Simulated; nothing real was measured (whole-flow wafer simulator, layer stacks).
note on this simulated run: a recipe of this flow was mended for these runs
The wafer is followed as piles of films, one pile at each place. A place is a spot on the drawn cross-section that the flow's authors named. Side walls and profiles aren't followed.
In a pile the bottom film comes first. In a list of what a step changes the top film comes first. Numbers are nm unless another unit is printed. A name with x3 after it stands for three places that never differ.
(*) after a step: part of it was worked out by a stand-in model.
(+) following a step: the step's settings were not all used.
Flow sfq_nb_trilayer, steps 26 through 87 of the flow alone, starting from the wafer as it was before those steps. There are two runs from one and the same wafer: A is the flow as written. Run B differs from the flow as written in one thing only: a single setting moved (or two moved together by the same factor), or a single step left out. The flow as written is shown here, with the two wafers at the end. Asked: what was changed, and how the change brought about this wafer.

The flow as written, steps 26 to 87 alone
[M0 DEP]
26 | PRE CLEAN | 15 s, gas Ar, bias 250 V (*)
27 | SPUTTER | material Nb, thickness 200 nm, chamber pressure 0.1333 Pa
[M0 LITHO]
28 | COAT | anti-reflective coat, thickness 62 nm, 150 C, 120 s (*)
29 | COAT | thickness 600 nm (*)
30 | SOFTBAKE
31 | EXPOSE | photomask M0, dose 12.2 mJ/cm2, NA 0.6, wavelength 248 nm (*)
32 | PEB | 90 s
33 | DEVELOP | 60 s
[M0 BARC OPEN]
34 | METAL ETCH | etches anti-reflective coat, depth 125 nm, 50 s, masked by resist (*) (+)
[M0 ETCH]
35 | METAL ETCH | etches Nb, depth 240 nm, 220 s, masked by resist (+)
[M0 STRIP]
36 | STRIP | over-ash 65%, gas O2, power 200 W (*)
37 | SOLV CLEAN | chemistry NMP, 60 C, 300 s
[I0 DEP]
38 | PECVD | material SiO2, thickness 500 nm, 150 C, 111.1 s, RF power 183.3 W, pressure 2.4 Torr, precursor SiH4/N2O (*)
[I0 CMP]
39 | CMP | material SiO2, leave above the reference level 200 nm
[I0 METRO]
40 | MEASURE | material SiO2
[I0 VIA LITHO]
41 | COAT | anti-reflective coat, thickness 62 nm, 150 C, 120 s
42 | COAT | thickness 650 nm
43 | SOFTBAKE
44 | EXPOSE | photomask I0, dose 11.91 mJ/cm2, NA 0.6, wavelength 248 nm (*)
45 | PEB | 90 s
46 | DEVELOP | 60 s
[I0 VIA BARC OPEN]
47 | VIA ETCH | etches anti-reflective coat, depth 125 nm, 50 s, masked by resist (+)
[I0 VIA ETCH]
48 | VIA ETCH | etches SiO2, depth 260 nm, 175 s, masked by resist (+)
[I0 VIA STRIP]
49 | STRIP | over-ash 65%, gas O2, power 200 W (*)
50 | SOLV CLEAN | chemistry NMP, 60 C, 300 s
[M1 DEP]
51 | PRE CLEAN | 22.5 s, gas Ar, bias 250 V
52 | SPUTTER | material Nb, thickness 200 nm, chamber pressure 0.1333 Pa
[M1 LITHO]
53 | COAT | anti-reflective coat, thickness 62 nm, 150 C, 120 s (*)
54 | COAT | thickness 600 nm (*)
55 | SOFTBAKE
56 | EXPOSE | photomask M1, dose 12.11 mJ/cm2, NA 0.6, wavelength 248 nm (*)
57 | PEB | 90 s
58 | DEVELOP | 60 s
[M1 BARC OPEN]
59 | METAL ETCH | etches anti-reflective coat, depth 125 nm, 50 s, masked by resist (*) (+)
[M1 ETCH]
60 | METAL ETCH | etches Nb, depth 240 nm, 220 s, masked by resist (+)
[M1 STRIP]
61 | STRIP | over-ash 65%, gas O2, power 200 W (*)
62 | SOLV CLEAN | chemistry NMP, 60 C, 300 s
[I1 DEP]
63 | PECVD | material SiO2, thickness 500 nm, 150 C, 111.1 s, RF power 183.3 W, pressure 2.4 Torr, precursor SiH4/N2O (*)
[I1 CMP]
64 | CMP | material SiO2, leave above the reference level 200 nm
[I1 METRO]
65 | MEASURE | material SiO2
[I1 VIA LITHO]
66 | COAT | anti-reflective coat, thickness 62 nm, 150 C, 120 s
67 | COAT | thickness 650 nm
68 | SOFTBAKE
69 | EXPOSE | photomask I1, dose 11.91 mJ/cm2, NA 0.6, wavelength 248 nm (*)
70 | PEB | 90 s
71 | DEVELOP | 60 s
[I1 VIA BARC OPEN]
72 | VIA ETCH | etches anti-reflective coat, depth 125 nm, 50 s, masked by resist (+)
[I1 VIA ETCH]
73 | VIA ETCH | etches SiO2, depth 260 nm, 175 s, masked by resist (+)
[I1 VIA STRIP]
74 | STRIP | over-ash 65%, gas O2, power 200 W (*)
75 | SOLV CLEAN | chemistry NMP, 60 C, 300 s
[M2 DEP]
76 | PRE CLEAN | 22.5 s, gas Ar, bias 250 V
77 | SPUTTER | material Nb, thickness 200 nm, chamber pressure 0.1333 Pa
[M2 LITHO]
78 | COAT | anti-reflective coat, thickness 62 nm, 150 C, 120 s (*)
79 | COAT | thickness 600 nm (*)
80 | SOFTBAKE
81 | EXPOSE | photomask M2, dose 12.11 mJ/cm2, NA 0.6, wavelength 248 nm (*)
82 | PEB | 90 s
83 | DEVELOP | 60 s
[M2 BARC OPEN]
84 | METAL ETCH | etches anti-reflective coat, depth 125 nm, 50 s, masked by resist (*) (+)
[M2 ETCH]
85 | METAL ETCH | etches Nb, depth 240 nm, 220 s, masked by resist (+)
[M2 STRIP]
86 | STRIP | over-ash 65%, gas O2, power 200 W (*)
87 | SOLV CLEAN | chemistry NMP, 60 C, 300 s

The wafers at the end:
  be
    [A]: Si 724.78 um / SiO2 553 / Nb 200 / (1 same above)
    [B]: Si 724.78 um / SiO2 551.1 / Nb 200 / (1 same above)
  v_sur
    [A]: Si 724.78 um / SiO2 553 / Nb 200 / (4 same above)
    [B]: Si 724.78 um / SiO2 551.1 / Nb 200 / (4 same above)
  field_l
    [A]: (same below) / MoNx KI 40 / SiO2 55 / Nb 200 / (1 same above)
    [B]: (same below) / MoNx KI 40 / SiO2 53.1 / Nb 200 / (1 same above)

The reason: step 26, PRE CLEAN: bias 400 V was run, though the flow has bias 250 V.

The path from the change to this, step by step:
  26 | PRE CLEAN | 15 s, gas Ar, bias 250 V (*)
      field_l, v_sur, via_wl and 102 more: A SiO2 loses 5 | B SiO2 loses 6.93
      l0v: A MoNx KI loses 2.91 | B MoNx KI loses 4.53
